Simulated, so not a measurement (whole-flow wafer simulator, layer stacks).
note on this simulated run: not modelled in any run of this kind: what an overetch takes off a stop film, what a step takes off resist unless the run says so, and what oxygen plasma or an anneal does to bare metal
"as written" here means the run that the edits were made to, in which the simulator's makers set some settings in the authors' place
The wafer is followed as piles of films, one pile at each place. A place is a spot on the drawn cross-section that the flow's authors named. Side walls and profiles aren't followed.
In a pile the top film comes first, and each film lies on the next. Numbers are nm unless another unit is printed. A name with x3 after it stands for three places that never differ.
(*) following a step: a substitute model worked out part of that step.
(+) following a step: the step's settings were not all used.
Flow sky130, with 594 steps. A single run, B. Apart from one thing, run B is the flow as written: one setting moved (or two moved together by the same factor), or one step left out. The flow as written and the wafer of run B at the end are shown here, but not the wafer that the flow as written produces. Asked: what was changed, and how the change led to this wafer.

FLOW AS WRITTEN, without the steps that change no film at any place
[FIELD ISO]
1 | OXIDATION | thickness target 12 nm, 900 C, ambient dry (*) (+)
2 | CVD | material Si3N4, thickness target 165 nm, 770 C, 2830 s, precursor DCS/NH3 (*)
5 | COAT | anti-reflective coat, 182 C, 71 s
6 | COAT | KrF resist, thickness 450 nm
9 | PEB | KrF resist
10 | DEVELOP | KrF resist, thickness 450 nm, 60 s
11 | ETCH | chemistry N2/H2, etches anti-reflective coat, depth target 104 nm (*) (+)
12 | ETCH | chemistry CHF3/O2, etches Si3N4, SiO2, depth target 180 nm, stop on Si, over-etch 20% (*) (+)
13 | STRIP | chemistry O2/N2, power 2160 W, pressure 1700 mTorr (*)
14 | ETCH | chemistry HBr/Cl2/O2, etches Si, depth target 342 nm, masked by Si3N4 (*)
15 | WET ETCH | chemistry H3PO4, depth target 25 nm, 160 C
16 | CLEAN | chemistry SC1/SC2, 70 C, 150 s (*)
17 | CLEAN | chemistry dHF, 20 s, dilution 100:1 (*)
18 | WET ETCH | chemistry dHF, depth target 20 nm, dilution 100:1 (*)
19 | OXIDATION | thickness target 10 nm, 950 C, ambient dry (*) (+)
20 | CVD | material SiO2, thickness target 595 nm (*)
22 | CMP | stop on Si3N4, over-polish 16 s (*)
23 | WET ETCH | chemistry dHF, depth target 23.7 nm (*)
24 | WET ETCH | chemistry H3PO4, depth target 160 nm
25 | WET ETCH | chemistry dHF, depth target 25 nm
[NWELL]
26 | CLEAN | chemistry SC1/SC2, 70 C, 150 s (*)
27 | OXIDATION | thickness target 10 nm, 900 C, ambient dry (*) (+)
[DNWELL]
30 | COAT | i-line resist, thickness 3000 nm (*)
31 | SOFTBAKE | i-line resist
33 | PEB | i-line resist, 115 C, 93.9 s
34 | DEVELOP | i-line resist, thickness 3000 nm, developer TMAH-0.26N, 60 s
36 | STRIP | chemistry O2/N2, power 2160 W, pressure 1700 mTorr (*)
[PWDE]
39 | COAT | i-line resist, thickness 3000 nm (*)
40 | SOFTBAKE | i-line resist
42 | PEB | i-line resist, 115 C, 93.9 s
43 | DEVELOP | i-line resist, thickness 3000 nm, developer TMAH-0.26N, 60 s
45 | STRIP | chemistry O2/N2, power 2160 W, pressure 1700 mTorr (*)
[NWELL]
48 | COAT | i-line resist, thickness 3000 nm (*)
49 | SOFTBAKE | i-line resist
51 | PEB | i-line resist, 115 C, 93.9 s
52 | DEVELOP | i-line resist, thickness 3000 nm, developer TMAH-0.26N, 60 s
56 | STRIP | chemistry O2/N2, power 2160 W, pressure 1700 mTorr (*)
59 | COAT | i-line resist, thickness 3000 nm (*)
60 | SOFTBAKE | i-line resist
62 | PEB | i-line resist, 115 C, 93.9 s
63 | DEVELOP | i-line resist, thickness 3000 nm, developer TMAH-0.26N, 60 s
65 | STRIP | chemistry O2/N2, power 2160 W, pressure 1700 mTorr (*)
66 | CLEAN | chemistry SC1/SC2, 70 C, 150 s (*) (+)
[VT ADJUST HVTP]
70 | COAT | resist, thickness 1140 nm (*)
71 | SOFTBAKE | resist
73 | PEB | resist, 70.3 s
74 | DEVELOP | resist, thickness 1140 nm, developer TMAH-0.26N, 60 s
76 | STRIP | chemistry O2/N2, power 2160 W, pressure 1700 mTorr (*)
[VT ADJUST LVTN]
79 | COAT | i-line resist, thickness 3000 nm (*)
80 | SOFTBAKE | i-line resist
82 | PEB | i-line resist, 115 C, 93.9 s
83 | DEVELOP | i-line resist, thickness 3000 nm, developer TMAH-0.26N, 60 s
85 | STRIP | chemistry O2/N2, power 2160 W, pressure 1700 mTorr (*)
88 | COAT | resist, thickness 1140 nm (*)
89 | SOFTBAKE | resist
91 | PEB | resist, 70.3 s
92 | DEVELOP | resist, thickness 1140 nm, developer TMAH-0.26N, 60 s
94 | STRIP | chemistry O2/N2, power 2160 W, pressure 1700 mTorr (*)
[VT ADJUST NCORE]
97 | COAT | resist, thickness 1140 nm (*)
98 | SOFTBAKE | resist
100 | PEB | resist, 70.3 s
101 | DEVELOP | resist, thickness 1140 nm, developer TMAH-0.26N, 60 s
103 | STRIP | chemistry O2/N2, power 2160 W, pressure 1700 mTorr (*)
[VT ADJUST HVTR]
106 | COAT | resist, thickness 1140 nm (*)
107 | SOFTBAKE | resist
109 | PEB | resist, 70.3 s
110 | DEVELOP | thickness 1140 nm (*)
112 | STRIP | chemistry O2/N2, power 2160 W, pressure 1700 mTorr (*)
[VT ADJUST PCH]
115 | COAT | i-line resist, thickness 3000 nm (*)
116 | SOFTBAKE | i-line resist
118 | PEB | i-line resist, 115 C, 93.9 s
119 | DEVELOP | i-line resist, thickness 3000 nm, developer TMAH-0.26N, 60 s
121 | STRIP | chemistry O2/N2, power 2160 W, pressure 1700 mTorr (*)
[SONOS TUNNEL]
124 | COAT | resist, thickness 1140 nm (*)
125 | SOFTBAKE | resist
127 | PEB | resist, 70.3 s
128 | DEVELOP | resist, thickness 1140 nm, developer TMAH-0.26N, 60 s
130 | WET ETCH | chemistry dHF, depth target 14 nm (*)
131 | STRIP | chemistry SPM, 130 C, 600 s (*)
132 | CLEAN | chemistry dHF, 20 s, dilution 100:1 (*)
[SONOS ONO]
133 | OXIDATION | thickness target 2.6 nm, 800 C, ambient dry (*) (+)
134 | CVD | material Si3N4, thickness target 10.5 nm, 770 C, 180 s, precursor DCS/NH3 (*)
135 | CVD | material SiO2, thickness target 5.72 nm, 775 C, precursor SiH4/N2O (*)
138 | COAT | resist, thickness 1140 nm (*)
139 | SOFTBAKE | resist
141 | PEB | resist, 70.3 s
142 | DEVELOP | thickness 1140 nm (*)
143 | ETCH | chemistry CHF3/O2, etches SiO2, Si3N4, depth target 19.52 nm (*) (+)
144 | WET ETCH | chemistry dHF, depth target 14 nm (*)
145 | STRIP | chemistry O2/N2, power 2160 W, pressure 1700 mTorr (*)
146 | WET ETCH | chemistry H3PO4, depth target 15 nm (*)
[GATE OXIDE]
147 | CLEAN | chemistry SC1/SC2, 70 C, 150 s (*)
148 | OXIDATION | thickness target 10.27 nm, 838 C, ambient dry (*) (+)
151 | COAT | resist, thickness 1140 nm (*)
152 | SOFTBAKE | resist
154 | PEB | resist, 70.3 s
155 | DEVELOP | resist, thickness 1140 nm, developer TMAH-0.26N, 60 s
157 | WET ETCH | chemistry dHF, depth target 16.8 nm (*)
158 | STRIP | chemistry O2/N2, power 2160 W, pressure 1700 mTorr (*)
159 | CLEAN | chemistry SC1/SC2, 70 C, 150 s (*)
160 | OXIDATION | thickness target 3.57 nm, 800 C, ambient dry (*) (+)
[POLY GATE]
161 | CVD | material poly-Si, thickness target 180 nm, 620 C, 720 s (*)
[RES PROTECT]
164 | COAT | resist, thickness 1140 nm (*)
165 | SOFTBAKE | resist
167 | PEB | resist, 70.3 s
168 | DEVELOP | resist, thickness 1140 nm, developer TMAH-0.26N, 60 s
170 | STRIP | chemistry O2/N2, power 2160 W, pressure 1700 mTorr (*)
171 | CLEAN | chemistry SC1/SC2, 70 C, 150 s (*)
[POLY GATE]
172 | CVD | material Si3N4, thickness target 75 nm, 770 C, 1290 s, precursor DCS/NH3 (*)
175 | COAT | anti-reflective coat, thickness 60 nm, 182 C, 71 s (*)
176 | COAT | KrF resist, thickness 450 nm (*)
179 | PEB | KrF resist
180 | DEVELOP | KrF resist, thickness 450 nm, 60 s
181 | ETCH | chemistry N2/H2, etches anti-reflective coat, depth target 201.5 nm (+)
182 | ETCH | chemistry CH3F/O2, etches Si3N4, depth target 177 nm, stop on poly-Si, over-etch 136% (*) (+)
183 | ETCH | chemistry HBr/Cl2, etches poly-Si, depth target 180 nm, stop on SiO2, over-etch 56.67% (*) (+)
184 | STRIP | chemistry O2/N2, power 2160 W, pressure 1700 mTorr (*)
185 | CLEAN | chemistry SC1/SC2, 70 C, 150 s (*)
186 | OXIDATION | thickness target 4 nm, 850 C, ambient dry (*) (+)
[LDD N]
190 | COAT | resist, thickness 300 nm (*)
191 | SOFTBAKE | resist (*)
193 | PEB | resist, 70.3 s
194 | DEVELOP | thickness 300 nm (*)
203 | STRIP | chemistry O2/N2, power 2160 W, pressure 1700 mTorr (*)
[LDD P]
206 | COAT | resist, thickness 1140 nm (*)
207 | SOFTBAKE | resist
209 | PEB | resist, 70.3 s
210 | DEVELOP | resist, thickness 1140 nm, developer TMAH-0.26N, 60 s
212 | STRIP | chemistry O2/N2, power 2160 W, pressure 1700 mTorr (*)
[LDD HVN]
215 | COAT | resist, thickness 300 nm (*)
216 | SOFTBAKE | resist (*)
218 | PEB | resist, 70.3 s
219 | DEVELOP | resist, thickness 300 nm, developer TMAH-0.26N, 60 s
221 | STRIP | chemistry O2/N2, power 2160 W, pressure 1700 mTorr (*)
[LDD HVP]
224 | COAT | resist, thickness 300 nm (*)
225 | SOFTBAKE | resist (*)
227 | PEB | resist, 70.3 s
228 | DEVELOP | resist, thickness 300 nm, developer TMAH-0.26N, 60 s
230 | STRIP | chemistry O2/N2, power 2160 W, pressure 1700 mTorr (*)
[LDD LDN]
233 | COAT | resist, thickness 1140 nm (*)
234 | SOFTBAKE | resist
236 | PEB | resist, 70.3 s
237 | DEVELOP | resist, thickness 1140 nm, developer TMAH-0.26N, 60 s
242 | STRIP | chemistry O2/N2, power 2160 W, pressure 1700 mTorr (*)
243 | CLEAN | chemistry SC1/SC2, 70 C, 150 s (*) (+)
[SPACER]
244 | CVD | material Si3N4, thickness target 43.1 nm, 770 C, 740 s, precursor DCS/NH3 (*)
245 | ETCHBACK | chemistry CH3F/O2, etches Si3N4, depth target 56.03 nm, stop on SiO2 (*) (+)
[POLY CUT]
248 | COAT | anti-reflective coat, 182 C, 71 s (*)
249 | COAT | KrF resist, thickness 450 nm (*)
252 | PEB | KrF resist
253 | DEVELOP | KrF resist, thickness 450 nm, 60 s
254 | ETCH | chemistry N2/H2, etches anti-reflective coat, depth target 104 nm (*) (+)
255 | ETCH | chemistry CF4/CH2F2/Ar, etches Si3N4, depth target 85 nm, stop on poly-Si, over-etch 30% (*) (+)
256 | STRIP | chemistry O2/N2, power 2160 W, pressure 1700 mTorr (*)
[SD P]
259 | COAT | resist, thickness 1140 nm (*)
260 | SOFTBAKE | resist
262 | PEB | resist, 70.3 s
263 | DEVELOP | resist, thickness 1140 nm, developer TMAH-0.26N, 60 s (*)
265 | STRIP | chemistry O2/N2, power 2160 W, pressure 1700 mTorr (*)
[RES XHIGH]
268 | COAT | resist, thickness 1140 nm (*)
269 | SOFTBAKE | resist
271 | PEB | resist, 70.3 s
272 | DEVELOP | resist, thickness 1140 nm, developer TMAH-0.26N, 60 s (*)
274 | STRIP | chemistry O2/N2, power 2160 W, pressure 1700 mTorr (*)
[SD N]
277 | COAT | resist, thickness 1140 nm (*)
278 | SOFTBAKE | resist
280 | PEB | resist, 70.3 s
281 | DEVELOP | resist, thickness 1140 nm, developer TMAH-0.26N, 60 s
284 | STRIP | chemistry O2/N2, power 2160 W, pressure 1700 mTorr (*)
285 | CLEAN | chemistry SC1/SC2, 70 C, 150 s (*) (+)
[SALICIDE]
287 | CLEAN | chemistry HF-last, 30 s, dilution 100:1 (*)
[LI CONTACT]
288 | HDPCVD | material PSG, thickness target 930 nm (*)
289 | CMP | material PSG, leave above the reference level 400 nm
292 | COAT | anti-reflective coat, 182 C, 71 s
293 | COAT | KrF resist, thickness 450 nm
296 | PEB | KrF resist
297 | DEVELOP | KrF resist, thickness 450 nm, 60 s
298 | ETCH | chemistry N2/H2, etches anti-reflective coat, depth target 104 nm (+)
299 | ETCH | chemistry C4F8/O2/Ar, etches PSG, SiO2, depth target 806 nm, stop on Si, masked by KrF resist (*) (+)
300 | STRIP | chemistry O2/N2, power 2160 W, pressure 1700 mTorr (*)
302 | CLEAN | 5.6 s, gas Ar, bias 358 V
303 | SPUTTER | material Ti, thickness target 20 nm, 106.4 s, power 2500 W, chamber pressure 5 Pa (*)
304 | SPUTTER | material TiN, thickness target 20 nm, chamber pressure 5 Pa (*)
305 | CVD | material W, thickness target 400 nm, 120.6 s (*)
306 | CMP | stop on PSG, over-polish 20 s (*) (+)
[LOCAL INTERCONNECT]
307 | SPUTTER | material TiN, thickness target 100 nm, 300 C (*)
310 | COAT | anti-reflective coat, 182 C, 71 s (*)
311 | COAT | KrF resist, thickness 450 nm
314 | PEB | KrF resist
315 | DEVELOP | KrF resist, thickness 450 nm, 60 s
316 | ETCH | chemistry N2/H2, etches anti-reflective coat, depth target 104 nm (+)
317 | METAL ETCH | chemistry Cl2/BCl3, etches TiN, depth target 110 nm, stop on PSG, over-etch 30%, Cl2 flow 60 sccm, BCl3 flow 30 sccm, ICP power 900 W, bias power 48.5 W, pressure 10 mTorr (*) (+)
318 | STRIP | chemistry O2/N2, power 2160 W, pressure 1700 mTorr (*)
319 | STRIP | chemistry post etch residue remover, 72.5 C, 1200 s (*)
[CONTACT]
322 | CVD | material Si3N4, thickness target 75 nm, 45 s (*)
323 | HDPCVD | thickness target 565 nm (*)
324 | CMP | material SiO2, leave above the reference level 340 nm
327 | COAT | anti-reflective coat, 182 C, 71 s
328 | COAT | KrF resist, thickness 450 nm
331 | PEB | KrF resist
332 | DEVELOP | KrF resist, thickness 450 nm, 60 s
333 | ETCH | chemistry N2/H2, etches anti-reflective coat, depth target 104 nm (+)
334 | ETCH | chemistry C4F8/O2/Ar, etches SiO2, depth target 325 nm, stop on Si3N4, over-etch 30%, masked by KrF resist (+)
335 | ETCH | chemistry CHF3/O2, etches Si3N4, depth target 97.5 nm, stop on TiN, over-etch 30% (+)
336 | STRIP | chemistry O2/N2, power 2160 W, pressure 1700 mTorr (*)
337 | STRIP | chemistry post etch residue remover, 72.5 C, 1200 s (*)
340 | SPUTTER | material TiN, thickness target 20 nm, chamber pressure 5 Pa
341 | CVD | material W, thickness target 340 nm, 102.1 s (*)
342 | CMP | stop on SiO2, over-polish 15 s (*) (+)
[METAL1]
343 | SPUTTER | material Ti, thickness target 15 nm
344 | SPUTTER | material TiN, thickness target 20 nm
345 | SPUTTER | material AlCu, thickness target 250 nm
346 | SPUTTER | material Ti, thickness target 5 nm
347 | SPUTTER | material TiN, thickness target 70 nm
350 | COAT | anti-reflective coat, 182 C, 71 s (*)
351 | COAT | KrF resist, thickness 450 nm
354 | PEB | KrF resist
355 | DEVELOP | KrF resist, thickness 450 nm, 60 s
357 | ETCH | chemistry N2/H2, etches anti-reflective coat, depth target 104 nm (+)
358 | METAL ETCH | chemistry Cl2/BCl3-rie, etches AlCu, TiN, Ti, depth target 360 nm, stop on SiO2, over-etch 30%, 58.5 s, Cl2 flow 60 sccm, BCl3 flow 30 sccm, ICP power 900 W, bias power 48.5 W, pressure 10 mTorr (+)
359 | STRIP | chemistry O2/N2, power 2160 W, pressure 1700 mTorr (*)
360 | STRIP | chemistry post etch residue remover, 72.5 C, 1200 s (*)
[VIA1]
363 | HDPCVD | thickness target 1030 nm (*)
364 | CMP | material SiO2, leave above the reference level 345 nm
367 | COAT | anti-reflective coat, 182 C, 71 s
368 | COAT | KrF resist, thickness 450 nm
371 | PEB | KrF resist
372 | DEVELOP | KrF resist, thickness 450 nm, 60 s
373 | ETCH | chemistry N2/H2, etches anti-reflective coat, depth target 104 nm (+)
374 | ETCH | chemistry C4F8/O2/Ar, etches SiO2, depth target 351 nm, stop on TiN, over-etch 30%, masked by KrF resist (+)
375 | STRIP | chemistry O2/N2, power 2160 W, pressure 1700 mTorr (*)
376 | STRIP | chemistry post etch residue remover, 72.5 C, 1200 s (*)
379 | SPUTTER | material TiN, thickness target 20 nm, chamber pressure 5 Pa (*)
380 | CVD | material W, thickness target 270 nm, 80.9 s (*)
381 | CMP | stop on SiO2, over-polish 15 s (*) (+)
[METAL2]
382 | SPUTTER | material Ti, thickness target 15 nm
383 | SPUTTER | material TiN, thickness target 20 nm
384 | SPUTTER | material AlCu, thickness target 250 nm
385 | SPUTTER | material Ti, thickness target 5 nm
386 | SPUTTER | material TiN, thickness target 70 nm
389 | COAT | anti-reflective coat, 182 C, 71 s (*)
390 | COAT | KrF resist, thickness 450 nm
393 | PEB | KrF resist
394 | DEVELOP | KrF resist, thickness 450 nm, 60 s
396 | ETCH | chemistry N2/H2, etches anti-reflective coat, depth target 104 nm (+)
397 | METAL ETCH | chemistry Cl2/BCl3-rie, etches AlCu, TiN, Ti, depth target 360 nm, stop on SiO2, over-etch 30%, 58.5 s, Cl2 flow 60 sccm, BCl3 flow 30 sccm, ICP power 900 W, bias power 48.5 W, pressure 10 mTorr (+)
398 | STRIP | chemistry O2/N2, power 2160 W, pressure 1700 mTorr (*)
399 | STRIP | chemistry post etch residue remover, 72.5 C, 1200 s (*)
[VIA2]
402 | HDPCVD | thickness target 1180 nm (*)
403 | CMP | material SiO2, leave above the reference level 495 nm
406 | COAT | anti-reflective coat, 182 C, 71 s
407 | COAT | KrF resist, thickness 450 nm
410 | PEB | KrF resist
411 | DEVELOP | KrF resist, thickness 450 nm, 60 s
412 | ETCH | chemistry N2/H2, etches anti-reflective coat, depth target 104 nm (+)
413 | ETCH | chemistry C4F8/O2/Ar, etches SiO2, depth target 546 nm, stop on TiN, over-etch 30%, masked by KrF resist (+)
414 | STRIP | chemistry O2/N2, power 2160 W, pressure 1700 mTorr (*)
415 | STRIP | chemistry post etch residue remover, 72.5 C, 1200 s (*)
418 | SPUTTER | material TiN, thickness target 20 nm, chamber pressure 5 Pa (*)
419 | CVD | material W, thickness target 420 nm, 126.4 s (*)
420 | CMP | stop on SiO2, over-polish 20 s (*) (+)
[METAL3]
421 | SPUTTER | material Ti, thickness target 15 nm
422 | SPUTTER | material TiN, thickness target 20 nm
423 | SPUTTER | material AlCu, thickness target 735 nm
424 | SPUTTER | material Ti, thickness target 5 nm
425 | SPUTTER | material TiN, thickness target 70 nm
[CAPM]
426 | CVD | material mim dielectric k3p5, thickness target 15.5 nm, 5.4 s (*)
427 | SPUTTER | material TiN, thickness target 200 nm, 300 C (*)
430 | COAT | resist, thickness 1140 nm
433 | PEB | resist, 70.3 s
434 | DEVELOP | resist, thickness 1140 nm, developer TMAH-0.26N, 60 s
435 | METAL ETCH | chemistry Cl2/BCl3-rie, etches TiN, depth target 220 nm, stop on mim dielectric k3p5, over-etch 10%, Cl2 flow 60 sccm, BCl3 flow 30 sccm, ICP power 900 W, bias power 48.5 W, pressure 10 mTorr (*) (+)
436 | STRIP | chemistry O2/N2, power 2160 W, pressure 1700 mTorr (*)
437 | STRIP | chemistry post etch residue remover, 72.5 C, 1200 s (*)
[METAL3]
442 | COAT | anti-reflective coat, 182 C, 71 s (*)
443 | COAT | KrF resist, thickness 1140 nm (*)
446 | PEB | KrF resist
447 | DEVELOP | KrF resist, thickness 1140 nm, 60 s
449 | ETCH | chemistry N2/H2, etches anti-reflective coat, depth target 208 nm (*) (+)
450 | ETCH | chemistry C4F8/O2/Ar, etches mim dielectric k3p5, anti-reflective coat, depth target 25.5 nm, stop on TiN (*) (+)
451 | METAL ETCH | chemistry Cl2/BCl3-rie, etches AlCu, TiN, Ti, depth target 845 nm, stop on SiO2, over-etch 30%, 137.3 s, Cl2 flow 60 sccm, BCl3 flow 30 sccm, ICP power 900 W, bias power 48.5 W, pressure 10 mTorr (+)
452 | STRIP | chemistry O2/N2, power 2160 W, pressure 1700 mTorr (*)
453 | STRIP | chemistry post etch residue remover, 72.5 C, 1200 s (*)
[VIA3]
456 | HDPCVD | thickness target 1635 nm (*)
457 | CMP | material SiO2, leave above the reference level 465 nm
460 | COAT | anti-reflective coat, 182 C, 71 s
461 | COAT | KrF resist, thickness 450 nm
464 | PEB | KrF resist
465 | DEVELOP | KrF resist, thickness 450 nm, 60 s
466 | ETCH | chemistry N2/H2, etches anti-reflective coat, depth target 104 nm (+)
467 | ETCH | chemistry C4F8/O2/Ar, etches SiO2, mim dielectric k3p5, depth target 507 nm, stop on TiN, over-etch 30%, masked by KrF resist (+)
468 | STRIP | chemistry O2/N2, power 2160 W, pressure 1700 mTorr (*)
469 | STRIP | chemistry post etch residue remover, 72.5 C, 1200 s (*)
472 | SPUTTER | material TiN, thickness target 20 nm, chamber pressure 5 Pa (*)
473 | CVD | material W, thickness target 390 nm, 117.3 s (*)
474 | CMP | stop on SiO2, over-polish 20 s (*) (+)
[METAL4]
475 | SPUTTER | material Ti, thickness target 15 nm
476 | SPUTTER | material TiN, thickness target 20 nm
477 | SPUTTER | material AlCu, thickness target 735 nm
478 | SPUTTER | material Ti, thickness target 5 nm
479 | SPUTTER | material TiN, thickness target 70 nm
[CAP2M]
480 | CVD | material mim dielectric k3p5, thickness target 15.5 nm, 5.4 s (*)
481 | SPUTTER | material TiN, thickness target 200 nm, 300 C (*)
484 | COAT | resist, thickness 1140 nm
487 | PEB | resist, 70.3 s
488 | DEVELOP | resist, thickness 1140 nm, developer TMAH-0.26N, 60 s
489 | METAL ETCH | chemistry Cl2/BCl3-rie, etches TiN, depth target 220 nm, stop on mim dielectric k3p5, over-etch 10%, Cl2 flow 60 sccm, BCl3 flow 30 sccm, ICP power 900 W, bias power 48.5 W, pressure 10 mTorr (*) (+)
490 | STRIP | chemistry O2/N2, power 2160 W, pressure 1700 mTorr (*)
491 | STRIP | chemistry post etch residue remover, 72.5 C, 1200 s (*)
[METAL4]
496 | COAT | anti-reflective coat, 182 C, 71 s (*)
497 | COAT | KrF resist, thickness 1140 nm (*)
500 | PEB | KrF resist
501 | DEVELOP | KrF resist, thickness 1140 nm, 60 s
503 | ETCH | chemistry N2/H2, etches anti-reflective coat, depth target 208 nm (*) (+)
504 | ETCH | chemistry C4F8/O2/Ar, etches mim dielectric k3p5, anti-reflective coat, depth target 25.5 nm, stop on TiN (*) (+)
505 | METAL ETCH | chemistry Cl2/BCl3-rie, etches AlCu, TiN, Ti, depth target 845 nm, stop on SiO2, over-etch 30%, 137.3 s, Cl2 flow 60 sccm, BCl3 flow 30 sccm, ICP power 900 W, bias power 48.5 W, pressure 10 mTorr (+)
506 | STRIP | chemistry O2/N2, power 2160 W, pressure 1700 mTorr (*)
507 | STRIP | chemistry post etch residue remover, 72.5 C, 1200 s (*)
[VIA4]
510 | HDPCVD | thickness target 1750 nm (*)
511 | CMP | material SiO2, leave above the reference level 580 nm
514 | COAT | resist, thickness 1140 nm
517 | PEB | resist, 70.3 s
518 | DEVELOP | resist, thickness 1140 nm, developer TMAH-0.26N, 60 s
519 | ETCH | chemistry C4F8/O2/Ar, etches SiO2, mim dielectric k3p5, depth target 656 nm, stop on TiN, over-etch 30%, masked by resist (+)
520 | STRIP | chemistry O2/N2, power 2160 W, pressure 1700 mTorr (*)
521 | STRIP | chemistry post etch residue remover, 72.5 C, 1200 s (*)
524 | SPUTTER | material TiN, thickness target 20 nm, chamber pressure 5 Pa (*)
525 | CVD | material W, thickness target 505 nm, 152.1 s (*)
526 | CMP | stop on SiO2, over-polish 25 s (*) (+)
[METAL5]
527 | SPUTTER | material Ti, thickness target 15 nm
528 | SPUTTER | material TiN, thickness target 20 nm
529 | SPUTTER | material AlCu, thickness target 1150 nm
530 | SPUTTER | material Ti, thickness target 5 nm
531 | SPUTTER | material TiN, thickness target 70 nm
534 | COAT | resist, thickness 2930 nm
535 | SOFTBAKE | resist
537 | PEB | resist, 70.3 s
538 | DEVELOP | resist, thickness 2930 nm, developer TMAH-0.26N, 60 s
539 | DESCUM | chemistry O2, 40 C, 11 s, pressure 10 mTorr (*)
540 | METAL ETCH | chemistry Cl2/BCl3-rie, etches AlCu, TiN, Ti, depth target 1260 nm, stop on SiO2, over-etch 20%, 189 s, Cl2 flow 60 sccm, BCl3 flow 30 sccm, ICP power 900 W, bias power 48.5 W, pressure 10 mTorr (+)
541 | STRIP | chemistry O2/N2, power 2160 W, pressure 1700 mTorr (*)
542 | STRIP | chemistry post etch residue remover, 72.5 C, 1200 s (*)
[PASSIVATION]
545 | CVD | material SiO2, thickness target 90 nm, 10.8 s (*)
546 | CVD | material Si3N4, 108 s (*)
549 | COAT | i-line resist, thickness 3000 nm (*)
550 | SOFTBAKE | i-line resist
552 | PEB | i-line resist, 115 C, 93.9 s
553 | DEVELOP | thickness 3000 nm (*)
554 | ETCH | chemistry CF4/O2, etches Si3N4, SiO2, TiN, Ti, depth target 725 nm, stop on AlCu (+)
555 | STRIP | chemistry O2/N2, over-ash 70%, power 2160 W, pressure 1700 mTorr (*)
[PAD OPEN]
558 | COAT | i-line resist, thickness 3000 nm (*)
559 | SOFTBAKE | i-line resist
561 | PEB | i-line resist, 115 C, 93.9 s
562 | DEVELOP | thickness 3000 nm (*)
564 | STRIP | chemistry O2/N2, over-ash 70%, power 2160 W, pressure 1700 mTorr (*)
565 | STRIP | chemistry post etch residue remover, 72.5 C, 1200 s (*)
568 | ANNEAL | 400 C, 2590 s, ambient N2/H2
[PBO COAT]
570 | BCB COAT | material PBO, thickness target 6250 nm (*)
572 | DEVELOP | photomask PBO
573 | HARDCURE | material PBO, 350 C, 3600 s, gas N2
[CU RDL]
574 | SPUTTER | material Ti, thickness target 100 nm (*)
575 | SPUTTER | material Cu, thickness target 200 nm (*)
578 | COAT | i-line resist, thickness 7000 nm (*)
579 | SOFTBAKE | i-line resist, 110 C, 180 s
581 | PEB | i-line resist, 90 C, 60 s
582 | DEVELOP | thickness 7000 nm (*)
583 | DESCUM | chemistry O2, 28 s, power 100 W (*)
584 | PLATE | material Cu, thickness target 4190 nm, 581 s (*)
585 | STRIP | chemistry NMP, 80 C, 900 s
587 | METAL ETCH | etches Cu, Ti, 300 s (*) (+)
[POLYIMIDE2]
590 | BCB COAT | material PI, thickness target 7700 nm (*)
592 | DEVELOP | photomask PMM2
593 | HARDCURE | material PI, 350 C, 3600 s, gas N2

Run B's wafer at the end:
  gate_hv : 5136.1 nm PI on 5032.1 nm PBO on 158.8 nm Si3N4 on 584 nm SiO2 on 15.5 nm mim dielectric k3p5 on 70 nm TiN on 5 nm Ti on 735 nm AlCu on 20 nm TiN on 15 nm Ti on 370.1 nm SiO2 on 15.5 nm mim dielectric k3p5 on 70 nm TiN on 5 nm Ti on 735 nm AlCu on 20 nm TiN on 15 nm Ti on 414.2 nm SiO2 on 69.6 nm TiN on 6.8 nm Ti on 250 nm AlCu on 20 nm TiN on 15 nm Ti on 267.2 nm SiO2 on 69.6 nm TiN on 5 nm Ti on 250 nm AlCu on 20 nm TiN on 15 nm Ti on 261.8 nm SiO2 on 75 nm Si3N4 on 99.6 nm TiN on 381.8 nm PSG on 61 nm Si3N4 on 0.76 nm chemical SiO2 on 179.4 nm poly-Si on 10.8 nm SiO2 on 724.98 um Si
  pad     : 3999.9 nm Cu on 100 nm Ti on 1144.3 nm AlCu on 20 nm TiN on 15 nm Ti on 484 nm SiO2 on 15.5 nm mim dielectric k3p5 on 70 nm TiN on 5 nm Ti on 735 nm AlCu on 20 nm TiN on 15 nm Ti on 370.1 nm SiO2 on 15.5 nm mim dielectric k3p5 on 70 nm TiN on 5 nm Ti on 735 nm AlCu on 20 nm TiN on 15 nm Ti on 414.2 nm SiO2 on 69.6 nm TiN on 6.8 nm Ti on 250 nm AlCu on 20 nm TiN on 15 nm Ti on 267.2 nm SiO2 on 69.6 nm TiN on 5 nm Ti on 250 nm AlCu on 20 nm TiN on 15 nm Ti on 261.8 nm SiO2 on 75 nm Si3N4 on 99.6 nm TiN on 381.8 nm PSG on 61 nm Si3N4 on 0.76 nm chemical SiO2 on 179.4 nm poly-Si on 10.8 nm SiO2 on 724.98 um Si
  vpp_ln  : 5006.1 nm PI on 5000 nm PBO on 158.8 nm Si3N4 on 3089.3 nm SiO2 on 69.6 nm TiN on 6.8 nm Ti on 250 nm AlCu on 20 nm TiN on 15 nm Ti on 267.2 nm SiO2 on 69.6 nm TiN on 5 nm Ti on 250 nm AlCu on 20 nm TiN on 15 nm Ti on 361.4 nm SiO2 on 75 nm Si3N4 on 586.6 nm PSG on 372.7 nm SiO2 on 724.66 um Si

The reason: step 385, SPUTTER: thickness target 6.8 nm was run, whereas the flow has thickness target 5 nm.
The wafer lets one read it off: gate_hv has Ti 6.8, and step 385 as written asks for 5 nm.

Step by step, how the change led to this:
  385 | SPUTTER | material Ti, thickness target 5 nm
      field, active, n_well and 188 more: Ti gains 6.8 (new film) (in the flow as written it would be: Ti gains 5 (new film))
  397 | METAL ETCH | chemistry Cl2/BCl3-rie, etches AlCu, TiN, Ti, depth target 360 nm, stop on SiO2, over-etch 30%, 58.5 s, Cl2 flow 60 sccm, BCl3 flow 30 sccm, ICP power 900 W, bias power 48.5 W, pressure 10 mTorr (+)
      field, active, gate and 82 more: TiN loses 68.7 (all of it), Ti loses 6.8 (all of it), AlCu loses 250 (all of it), TiN loses 20 (all of it), Ti loses 15 (all of it), SiO2 loses 10.8 (in the flow as written it would be: TiN loses 68.7 (all of it), Ti loses 5 (all of it), AlCu loses 250 (all of it), TiN loses 20 (all of it), Ti loses 15 (all of it), SiO2 loses 10.9)
